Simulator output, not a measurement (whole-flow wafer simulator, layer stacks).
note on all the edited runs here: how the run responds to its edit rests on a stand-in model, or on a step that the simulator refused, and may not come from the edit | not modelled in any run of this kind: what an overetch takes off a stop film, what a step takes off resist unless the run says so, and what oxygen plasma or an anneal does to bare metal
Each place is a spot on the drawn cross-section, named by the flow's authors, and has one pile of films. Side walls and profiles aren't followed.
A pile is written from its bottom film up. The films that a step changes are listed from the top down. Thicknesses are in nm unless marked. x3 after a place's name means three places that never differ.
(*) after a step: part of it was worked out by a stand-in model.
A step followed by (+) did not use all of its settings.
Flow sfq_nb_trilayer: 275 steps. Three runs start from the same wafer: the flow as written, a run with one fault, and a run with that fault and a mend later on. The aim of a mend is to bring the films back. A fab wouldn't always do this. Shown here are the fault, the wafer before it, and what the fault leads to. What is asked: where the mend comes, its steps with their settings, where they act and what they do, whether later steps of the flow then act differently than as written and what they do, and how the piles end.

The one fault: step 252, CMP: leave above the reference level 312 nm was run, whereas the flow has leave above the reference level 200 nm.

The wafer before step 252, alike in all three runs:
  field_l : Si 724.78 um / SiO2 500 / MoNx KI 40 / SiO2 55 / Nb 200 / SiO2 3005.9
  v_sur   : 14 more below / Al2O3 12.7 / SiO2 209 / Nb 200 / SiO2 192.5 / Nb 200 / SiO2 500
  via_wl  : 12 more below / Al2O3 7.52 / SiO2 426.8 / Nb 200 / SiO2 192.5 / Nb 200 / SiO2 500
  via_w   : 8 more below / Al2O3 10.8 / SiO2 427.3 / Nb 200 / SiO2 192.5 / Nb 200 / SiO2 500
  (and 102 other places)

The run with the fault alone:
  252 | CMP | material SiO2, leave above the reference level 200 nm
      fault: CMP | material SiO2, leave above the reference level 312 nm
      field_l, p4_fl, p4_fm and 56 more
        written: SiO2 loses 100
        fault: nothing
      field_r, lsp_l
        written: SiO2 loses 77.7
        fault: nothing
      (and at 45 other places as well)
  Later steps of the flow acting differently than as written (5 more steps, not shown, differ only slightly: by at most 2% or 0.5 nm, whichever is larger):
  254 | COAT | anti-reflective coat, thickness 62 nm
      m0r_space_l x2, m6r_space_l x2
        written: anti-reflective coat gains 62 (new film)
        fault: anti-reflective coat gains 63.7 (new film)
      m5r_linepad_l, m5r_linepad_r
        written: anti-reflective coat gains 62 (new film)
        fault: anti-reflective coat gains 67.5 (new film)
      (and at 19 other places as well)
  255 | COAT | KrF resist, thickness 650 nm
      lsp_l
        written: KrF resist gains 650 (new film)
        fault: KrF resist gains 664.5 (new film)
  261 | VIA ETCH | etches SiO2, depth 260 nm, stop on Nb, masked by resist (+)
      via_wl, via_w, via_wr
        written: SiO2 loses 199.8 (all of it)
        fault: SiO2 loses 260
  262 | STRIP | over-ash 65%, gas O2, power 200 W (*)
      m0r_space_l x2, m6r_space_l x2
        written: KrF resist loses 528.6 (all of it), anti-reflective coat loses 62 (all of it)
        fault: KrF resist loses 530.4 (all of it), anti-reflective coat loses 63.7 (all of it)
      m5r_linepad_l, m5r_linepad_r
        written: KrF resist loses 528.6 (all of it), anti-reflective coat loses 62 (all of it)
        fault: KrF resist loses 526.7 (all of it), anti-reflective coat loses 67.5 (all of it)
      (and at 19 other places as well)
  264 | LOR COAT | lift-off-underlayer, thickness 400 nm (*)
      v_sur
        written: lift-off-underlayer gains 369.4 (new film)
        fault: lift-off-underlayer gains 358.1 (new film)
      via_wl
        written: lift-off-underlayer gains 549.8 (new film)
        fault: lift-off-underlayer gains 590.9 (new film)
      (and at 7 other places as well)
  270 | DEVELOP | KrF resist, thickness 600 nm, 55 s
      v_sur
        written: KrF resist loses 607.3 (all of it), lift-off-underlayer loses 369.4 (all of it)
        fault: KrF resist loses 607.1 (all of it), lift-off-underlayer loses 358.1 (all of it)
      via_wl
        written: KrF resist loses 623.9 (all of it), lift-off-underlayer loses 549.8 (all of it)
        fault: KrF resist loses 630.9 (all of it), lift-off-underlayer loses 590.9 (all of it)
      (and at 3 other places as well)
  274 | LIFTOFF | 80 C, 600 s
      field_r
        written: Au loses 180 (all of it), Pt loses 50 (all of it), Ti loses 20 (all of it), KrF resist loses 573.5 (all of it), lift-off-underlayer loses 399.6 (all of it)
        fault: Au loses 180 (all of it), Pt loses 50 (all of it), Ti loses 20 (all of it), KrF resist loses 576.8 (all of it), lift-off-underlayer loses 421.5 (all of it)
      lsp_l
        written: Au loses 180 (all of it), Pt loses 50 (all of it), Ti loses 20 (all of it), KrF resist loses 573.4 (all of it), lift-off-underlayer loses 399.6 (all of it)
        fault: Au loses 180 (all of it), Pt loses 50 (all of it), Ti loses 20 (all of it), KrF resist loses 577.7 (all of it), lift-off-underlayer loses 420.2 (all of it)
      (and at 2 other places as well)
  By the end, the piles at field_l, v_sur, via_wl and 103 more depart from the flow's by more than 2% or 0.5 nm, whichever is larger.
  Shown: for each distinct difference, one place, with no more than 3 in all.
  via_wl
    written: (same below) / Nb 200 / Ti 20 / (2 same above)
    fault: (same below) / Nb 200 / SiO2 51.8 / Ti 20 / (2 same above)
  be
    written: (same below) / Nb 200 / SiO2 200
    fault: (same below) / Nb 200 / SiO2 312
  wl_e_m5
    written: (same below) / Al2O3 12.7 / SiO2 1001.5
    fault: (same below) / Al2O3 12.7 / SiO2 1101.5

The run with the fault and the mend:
  The mend follows step 259.
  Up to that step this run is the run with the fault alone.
  259a | STRIP | over-ash 65%, gas O2, power 200 W (*)
      wire, be, be_sur, gap, jj_sur, ce_l
        KrF resist loses 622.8 (all of it), anti-reflective coat loses 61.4 (all of it)
      p4_w1, p3_l3, p3_s3, p3_l4, p3_s4, p3_l5
        KrF resist loses 625.5 (all of it), anti-reflective coat loses 62.1 (all of it)
      wl_j_sl, wl_jj, wl_j_sr, wl_a_sl, wl_g_sr
        KrF resist loses 623.9 (all of it), anti-reflective coat loses 61.7 (all of it)
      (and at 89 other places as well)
  259b | CMP | material SiO2, leave above the reference level 200 nm (a further turn of the flow's step 252)
      field_l, p4_fl, p4_fm and 56 more
        SiO2 loses 100
      v_sur, via_wl, via_w and 40 more
        SiO2 loses 112
      field_r, lsp_l
        SiO2 loses 77.7
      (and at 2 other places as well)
  259c | COAT | anti-reflective coat, thickness 62 nm (a further turn of the flow's step 254)
      field_l, v_sur, via_wl and 103 more
        anti-reflective coat gains 62 (new film)
  259d | COAT | KrF resist, thickness 650 nm (a further turn of the flow's step 255)
      field_l, v_sur, via_wl and 103 more
        KrF resist gains 650 (new film)
  259e | SOFTBAKE | KrF resist (a further turn of the flow's step 256)
      alters no film at any place that is followed
  259f | EXPOSE | photomask I7, dose 11.93 mJ/cm2, NA 0.6, wavelength 248 nm (*) (a further turn of the flow's step 257)
      alters no film at any place that is followed
  259g | PEB | KrF resist, 90 s (a further turn of the flow's step 258)
      field_l, v_sur, via_wl and 103 more
        KrF resist loses 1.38
  259h | DEVELOP | KrF resist, thickness 650 nm, 60 s (a further turn of the flow's step 259)
      field_l, v_sur, via_sp and 100 more
        KrF resist loses 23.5
      via_wl, via_w, via_wr
        KrF resist loses 648.6 (all of it)
  Later steps of the flow that are run all act as written at every place that is followed.
  By the end, the piles equal the flow's at every place that both follow.
